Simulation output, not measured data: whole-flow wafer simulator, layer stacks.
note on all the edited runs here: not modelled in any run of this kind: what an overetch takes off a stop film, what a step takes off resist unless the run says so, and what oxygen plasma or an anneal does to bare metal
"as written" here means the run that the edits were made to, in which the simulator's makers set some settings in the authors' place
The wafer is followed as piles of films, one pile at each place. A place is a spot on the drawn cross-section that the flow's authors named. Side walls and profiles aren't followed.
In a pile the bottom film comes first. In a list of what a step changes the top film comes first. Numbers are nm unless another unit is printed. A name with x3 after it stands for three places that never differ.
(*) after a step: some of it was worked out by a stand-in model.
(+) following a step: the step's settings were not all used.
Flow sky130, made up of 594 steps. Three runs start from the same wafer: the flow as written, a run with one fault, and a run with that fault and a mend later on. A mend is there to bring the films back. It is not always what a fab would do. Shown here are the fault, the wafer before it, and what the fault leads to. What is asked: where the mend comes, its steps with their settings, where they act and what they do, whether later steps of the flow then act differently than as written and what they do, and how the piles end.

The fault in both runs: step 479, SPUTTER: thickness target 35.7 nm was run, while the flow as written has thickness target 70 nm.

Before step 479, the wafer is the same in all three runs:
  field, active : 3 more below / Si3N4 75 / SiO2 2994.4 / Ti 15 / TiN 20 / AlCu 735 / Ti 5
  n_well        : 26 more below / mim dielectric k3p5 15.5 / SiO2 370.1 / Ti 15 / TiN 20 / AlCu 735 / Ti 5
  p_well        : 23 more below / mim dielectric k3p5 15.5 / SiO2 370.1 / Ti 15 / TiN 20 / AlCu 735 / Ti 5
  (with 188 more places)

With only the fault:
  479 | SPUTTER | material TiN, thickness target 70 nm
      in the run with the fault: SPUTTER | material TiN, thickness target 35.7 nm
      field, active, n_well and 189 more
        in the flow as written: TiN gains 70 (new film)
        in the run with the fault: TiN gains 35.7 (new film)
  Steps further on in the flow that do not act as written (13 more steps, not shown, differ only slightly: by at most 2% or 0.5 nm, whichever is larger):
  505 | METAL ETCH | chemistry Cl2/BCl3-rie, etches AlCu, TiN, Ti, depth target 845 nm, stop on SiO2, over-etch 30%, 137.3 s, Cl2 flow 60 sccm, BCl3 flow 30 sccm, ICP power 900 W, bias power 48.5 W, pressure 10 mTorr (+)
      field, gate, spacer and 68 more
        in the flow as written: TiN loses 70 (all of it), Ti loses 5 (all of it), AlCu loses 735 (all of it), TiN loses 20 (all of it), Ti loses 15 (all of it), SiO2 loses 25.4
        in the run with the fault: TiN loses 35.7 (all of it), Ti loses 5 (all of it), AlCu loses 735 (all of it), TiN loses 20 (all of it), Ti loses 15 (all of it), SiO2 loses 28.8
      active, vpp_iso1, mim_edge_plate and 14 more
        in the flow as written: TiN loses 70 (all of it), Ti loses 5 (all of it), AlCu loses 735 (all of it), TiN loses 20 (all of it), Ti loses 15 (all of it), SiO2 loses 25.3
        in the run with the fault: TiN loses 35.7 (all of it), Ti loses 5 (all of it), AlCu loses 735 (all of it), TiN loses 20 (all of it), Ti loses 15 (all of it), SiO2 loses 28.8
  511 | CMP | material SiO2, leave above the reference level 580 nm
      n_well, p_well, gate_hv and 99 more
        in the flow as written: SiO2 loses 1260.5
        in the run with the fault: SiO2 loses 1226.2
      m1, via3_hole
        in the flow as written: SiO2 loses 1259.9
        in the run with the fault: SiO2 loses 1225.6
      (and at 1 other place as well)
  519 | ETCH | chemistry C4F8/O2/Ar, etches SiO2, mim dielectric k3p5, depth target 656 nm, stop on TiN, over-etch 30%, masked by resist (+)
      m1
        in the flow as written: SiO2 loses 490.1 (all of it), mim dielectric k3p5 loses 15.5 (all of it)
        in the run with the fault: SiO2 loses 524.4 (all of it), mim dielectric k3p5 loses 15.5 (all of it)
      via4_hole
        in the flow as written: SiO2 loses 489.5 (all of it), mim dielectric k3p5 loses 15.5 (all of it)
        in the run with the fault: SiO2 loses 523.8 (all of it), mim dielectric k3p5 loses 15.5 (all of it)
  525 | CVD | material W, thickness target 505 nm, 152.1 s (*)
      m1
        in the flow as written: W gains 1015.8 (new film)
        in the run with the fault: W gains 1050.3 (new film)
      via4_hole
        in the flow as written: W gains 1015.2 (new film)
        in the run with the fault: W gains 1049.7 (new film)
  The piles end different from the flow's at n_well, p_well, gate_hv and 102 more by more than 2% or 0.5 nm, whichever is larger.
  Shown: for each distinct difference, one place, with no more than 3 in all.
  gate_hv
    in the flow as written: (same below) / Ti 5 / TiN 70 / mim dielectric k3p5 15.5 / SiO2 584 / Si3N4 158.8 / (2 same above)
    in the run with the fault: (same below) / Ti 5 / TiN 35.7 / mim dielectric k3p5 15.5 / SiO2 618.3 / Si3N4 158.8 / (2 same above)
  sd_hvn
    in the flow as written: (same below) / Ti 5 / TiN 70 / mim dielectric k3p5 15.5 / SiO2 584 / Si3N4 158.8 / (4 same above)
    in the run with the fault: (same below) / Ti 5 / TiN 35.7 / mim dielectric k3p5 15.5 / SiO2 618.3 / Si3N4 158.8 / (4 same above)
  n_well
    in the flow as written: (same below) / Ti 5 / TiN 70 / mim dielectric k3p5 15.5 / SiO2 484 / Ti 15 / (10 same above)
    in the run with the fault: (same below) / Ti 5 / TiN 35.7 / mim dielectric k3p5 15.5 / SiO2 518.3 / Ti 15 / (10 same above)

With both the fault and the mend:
  The mend stands after step 479.
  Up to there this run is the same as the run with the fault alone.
  479a | SPUTTER | material TiN, thickness target 34.3 nm (the flow's step 479, run once more with other settings)
      field, active, n_well and 189 more
        TiN gains 34.3
  Every later step of the flow that is run acts as written at every place that is followed.
  By the end, the piles equal the flow's at every place that both follow.
